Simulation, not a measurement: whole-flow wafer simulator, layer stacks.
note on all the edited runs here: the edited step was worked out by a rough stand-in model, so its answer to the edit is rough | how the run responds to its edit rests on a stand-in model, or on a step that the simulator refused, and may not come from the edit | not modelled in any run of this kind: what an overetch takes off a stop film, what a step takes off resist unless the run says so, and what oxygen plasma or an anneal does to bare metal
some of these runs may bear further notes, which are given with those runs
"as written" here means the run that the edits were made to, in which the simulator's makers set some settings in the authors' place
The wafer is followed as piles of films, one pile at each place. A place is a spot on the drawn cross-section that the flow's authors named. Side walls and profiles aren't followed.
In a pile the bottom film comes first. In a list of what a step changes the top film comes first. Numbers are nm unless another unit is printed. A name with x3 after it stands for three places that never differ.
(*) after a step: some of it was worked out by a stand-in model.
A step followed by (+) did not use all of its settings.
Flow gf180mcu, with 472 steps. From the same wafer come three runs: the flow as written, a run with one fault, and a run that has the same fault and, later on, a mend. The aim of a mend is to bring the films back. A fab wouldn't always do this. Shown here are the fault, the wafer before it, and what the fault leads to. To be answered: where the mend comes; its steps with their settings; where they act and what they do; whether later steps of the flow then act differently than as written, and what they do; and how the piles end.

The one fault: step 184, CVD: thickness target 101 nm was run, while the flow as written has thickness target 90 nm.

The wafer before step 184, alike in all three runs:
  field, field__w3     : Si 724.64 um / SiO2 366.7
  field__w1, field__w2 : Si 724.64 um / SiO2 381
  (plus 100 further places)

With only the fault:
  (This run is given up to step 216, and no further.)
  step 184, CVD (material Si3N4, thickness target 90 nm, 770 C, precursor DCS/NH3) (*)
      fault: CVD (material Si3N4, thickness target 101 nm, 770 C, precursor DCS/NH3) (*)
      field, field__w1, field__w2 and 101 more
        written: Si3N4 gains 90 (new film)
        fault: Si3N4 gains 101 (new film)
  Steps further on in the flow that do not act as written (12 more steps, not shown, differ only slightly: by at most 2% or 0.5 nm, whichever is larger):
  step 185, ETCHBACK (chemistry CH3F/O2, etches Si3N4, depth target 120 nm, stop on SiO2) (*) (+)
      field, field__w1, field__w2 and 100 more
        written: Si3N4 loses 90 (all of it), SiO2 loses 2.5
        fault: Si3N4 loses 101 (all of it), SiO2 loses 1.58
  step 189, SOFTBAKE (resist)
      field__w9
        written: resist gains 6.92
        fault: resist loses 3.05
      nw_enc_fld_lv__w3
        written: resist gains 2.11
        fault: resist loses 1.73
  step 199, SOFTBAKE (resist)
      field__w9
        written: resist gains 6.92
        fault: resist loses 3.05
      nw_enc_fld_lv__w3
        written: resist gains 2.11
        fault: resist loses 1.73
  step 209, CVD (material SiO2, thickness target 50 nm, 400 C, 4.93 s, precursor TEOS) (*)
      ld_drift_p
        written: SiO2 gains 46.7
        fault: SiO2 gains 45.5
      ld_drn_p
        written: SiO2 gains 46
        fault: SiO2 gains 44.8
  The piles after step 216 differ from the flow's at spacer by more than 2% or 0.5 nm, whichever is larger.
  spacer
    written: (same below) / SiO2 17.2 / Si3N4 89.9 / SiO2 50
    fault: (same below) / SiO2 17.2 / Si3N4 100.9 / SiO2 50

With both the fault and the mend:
  After step 184 comes the mend.
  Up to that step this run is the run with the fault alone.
  step 185, ETCHBACK (chemistry CH3F/O2, etches Si3N4, depth target 131 nm, stop on SiO2) (*) (+) (the flow's step 185, as written with depth target 120 nm)
      field, field__w1, field__w2 and 100 more
        Si3N4 loses 101 (all of it), SiO2 loses 2.5
  Steps further on in the flow that do not act as written (18 more steps, not shown, differ only slightly: by at most 2% or 0.5 nm, whichever is larger):
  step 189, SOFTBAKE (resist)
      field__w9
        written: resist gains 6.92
        mend: resist loses 3.03
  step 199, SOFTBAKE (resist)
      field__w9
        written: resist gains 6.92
        mend: resist loses 3.03
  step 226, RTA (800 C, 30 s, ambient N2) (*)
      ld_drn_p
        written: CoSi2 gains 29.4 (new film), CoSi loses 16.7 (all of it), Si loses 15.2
        mend: CoSi2 gains 28.8 (new film), CoSi loses 16.4 (all of it), Si loses 14.9
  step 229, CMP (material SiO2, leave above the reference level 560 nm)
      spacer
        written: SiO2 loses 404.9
        mend: SiO2 loses 415.9
  The piles end different from the flow's at spacer by more than 2% or 0.5 nm, whichever is larger.
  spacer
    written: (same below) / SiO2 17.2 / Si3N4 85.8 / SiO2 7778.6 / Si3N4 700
    mend: (same below) / SiO2 17.2 / Si3N4 96.8 / SiO2 7767.6 / Si3N4 700
